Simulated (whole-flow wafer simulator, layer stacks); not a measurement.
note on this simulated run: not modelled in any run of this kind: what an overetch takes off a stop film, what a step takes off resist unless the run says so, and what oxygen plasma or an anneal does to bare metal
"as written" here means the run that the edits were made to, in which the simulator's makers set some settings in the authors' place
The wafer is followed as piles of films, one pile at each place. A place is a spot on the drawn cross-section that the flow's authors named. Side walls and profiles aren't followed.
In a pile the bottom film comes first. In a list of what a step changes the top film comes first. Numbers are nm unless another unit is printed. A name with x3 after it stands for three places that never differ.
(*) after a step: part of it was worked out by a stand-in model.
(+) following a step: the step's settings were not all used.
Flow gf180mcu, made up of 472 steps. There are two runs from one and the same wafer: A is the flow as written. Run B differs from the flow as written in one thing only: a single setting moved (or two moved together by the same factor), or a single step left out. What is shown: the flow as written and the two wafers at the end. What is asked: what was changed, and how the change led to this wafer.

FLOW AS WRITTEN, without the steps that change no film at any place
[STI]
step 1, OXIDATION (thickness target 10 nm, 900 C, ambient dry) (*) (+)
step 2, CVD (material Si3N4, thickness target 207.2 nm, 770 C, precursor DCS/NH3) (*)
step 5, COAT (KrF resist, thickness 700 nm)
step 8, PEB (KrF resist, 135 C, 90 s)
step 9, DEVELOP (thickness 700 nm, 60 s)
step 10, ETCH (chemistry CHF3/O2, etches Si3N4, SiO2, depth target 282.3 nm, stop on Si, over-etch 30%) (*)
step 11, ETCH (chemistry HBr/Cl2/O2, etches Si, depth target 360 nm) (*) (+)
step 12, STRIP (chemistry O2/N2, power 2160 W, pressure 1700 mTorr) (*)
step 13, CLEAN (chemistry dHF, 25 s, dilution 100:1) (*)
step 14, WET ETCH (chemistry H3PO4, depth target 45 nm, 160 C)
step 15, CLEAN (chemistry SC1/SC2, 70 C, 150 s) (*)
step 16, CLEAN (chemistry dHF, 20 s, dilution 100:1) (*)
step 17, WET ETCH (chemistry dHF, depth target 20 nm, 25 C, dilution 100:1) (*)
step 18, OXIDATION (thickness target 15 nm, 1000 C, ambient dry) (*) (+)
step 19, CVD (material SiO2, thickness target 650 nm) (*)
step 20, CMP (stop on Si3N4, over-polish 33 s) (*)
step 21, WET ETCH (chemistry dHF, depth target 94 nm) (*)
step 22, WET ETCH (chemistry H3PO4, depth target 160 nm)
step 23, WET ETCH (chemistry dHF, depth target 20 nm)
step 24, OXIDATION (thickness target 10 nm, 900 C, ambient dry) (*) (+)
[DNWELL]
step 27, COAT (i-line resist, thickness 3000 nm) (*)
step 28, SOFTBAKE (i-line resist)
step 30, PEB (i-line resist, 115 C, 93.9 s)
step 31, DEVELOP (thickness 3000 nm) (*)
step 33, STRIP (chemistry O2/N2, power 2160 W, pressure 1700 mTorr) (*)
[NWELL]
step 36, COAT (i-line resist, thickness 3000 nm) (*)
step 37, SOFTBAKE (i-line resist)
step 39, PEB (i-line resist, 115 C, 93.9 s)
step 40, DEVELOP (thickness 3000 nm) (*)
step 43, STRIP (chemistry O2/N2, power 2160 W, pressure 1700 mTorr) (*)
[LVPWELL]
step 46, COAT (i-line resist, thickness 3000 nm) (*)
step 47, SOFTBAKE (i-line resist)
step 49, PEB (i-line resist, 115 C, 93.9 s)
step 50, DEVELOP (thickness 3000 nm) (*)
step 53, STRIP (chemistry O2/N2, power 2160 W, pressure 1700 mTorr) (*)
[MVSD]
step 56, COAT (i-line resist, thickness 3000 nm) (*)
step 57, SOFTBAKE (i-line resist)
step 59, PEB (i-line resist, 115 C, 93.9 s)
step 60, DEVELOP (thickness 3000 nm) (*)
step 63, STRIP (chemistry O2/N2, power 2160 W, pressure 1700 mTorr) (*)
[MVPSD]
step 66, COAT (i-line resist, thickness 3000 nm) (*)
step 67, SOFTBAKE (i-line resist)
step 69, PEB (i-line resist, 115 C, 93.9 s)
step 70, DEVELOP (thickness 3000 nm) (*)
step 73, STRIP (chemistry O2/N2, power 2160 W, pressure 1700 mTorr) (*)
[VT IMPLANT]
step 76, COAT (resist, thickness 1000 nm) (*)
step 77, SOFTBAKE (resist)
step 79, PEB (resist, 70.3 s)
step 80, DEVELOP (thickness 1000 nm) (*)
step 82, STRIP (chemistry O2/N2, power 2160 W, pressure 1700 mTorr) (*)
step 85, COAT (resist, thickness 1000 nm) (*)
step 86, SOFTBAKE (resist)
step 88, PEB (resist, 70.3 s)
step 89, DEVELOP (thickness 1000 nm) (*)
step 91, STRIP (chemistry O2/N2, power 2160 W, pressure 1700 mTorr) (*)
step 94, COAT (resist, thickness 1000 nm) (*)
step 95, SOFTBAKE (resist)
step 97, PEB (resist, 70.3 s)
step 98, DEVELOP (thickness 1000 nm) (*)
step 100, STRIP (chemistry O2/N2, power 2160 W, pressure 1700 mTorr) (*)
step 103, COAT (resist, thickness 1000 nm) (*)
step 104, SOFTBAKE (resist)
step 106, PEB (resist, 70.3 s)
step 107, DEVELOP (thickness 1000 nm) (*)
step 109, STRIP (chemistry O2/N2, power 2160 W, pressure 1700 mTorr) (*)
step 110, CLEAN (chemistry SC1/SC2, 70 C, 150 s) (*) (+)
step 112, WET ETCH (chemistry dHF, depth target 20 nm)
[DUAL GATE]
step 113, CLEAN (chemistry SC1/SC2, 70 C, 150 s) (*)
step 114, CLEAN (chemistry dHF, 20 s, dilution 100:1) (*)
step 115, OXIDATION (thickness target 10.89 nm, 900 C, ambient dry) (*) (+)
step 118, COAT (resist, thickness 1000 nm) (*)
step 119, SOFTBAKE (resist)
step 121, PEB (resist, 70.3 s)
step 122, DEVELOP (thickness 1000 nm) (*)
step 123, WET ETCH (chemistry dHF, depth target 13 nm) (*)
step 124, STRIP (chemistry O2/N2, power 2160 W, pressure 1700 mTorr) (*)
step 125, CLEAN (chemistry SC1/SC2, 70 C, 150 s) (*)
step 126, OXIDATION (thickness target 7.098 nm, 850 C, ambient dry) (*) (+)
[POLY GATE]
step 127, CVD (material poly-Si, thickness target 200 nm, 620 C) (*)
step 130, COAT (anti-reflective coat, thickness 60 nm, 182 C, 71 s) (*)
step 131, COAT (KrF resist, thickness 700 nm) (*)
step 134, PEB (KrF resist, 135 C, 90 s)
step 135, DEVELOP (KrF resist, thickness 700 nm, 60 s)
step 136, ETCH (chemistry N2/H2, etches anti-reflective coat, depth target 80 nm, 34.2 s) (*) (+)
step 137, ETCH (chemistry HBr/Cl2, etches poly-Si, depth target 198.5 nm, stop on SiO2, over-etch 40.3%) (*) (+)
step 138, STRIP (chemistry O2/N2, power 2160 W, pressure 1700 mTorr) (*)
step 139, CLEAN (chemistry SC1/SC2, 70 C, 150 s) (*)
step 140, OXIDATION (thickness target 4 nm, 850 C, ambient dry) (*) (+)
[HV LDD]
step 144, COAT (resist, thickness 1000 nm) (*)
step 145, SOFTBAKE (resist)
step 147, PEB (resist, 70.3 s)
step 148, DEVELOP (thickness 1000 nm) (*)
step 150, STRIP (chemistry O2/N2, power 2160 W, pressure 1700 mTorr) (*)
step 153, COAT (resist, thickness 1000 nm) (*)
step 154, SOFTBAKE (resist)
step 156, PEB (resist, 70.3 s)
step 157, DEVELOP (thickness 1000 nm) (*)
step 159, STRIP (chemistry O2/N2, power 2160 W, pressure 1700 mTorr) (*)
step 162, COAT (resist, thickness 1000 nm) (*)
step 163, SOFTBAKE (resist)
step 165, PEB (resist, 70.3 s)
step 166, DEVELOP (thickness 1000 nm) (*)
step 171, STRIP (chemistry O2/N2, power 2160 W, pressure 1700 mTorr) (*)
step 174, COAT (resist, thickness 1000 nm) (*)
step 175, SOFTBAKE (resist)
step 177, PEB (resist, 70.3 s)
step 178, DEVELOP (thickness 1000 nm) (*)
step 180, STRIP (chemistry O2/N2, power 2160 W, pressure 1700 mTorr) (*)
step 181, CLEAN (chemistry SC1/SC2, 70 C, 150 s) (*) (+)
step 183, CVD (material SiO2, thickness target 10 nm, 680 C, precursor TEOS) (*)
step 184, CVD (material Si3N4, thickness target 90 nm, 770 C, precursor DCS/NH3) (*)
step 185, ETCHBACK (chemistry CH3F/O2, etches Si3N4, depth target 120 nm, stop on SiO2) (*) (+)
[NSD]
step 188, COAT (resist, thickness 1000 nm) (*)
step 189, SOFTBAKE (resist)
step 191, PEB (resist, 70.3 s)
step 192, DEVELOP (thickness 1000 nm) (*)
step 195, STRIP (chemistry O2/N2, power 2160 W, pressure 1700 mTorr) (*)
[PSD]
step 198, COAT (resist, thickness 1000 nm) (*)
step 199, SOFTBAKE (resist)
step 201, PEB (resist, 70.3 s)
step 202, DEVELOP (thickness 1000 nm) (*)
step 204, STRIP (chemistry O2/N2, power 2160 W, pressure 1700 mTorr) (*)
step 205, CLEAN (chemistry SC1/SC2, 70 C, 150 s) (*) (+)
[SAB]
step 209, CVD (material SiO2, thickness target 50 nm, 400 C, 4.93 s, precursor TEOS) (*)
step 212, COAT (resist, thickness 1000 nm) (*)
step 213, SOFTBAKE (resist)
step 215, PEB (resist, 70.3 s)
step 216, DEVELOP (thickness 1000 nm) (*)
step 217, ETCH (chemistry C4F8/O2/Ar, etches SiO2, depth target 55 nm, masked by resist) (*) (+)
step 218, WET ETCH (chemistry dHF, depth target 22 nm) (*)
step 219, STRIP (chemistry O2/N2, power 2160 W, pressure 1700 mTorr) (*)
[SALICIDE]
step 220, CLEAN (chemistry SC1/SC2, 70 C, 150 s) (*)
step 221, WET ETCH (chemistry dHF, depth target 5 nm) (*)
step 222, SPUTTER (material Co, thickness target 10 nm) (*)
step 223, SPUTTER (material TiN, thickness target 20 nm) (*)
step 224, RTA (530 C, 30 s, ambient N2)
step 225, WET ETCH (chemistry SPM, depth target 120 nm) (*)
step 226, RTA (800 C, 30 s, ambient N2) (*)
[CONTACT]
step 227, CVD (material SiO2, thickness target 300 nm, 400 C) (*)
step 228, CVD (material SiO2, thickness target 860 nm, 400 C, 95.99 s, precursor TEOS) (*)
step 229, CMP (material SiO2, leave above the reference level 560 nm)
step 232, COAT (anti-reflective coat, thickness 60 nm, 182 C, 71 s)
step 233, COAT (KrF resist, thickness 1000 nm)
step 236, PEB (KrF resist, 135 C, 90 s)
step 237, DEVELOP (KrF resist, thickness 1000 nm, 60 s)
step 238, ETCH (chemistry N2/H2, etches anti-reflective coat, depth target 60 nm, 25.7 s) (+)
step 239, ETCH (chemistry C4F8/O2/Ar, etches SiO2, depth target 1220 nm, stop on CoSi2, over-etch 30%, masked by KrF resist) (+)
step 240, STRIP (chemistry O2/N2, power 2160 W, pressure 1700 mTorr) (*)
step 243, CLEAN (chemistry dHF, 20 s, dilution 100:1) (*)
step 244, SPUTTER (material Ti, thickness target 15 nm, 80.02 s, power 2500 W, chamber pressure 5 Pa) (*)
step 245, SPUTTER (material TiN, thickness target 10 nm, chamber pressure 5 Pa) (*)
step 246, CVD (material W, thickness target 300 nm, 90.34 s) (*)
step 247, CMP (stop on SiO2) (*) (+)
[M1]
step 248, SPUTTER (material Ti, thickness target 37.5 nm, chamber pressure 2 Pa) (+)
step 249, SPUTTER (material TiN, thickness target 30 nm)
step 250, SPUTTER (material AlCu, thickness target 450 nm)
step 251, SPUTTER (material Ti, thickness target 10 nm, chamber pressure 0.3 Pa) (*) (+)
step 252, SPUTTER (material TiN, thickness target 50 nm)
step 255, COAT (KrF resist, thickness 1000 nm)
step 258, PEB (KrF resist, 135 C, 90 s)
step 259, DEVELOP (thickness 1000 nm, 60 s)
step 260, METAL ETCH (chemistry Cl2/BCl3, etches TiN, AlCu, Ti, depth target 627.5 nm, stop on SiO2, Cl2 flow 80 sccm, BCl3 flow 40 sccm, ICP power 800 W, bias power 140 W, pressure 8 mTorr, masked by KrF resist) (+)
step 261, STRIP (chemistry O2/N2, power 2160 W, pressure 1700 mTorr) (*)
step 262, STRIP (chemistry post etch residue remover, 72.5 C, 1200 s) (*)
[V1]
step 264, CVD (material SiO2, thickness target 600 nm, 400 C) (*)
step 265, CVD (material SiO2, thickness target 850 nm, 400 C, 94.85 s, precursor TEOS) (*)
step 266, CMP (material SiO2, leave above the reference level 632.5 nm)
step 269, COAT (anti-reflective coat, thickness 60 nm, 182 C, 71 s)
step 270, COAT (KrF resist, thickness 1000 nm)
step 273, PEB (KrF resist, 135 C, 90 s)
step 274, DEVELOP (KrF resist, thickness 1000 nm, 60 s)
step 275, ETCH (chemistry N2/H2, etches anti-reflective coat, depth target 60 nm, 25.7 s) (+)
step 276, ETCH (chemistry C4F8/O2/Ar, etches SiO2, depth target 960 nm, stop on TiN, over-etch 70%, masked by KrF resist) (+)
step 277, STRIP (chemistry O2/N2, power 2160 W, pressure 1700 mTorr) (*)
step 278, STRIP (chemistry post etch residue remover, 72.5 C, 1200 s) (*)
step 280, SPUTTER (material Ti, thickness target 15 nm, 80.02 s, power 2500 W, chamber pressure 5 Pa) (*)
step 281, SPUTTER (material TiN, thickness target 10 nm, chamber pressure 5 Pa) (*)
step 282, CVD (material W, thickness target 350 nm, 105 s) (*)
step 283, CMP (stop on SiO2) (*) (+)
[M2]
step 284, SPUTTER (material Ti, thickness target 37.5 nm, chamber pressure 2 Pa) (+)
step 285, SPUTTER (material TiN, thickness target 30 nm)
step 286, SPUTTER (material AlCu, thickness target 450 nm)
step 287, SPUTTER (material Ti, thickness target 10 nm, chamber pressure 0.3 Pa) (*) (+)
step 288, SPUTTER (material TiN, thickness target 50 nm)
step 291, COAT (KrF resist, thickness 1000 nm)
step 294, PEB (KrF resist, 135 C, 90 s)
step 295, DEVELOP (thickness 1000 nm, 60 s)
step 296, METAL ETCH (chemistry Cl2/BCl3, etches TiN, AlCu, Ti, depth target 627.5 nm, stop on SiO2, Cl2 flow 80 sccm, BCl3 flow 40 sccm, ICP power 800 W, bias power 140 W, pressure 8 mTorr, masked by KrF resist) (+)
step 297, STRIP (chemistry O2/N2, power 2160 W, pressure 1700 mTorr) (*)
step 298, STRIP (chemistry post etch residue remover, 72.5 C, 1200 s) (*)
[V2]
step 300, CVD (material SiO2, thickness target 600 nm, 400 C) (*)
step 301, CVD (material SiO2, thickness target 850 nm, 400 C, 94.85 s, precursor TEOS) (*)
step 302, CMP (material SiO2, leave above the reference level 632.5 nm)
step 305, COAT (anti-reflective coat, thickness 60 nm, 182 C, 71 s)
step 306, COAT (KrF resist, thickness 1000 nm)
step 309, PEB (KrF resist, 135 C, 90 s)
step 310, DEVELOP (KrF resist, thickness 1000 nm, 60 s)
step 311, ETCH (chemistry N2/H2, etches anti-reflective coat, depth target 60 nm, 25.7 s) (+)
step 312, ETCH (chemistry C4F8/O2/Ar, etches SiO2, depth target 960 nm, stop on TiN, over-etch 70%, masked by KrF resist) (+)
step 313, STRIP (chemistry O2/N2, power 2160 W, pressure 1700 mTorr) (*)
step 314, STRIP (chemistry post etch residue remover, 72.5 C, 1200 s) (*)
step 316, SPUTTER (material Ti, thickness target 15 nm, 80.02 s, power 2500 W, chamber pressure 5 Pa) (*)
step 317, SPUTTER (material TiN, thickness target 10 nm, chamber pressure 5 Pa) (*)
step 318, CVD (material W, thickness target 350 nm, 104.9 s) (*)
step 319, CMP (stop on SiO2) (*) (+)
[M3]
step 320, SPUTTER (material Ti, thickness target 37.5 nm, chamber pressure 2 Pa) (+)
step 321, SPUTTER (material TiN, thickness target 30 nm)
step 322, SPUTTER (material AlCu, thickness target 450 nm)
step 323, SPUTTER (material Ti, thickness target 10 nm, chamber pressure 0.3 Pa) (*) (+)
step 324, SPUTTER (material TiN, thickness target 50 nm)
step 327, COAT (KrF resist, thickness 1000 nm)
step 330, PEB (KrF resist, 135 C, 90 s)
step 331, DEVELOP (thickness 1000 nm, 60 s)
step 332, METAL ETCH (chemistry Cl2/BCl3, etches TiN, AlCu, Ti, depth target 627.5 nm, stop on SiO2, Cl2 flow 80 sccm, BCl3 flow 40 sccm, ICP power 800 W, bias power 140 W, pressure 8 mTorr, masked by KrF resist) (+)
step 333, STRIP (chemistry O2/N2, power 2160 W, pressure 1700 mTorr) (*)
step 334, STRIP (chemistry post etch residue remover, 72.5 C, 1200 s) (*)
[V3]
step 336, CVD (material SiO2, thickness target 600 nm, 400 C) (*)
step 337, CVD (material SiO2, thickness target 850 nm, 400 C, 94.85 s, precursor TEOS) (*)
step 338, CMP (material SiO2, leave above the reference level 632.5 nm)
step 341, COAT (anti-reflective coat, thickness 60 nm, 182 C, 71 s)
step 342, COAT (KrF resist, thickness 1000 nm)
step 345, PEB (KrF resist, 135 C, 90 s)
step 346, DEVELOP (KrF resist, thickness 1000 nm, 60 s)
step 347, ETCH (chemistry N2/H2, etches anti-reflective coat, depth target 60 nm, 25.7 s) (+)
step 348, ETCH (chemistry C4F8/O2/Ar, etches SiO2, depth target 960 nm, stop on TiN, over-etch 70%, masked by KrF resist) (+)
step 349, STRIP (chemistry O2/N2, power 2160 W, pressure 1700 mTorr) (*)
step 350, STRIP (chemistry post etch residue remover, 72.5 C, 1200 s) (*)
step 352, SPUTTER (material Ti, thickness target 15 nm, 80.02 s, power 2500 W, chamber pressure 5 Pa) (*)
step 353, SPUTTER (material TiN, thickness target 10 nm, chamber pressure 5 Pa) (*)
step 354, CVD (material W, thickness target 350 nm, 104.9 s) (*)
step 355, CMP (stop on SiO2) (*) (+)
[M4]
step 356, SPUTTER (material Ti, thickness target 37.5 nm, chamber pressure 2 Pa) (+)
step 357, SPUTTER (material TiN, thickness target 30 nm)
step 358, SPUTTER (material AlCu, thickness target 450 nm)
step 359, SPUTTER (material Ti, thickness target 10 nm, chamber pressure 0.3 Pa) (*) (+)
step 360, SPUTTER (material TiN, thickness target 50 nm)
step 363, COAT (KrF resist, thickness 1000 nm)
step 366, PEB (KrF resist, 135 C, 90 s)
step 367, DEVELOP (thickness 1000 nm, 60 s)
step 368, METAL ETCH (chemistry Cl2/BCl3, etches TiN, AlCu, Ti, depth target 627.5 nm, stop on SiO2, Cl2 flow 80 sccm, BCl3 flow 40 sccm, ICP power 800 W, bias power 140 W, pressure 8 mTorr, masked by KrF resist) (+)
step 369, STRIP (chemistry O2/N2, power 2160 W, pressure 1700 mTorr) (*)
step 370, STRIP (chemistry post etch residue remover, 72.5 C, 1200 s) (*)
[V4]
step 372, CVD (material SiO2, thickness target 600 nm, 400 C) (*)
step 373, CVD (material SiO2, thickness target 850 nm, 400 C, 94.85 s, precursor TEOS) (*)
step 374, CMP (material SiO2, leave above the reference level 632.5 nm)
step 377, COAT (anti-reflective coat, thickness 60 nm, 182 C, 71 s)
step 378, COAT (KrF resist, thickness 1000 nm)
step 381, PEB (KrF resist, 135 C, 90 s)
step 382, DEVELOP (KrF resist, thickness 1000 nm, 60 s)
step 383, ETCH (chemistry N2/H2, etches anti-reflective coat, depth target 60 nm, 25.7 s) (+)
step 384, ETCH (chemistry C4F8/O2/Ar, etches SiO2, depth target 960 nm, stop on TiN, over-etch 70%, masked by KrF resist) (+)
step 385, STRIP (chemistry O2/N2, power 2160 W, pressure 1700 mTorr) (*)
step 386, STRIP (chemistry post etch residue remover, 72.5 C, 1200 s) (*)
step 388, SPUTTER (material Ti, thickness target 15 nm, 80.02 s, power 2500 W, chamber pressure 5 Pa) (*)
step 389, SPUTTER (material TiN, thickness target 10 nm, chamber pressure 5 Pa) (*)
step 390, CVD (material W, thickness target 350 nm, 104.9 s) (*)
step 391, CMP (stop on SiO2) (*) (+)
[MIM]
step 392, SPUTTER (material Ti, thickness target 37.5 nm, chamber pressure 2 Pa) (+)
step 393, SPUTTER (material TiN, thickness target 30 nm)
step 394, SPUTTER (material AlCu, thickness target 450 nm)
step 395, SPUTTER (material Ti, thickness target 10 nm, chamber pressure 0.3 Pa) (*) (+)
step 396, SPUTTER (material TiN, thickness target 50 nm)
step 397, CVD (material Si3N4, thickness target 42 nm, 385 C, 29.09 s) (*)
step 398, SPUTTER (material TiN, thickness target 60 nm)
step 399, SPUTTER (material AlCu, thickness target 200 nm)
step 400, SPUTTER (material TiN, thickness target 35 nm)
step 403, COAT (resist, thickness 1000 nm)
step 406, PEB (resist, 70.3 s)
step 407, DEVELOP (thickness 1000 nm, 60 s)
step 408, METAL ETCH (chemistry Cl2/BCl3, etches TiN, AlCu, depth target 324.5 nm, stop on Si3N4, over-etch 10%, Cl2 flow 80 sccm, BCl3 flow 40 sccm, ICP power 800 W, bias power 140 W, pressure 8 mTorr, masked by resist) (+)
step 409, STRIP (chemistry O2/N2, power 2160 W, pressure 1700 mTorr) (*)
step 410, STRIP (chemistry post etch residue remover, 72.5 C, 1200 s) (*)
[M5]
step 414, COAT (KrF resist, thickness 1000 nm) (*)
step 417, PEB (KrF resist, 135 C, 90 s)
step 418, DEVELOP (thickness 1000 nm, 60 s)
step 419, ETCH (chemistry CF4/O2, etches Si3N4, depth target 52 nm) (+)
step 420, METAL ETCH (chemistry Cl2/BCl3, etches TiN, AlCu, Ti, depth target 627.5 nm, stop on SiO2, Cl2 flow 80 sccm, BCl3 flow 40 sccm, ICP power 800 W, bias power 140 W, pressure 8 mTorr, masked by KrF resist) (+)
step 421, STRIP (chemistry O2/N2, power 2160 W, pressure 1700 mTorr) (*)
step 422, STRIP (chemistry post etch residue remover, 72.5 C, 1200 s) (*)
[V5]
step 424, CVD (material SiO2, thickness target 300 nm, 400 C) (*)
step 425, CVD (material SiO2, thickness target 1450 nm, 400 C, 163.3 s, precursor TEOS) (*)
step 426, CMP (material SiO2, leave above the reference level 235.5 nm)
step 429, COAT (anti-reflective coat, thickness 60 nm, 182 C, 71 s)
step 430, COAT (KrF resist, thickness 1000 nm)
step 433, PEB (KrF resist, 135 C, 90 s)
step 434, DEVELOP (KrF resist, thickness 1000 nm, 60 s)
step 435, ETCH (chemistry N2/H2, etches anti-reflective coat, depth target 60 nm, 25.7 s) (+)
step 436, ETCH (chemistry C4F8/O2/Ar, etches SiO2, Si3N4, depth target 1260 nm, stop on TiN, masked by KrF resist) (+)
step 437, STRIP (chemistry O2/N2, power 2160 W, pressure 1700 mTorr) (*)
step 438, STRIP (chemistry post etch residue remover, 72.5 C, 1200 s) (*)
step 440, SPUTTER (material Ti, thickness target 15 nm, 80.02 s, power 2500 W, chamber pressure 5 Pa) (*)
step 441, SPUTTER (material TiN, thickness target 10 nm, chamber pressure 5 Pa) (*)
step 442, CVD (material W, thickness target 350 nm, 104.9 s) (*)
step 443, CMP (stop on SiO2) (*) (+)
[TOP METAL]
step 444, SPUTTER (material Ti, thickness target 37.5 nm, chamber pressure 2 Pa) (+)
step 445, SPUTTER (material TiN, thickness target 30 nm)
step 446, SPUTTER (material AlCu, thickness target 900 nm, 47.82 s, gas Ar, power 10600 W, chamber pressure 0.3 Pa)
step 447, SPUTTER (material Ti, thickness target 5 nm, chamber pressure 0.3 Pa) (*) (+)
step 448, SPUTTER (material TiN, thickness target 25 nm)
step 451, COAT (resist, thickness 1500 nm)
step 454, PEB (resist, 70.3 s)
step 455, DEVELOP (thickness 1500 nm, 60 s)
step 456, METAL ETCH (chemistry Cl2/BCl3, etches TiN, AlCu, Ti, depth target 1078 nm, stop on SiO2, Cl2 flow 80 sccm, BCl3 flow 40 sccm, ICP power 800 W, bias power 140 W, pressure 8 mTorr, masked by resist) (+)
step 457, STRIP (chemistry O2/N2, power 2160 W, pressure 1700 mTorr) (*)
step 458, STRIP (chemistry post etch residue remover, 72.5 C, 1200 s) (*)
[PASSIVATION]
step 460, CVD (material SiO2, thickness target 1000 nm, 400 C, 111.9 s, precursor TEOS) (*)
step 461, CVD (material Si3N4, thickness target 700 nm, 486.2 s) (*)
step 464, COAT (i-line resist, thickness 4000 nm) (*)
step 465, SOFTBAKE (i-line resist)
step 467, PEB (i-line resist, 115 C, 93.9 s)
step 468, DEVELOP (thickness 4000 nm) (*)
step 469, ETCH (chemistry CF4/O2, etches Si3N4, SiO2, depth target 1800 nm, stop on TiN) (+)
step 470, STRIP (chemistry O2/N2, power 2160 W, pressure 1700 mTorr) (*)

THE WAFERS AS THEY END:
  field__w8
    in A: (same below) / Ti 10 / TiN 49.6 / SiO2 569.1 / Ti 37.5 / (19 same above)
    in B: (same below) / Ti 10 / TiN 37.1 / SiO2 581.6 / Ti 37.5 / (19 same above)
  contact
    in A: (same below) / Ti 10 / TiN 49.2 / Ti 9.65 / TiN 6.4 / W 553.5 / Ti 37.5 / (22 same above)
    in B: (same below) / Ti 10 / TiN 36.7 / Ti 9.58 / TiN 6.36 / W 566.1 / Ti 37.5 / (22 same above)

Cause: step 324, SPUTTER: thickness target 37.5 nm was run, though the flow has thickness target 50 nm.

How this came from the change, step by step:
  step 324, SPUTTER (material TiN, thickness target 50 nm)
      field, field__w1, field__w2 and 108 more: A TiN gains 50 (new film) | B TiN gains 37.5 (new film)
  step 332, METAL ETCH (chemistry Cl2/BCl3, etches TiN, AlCu, Ti, depth target 627.5 nm, stop on SiO2, Cl2 flow 80 sccm, BCl3 flow 40 sccm, ICP power 800 W, bias power 140 W, pressure 8 mTorr, masked by KrF resist) (+)
      field, field__w1, field__w2 and 103 more: A TiN loses 50 (all of it), Ti loses 10 (all of it), AlCu loses 450 (all of it), TiN loses 30 (all of it), Ti loses 37.5 (all of it) | B TiN loses 37.5 (all of it), Ti loses 10 (all of it), AlCu loses 450 (all of it), TiN loses 30 (all of it), Ti loses 37.5 (all of it)
  step 348, ETCH (chemistry C4F8/O2/Ar, etches SiO2, depth target 960 nm, stop on TiN, over-etch 70%, masked by KrF resist) (+)
      contact: A SiO2 loses 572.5 (all of it) | B SiO2 loses 585 (all of it)
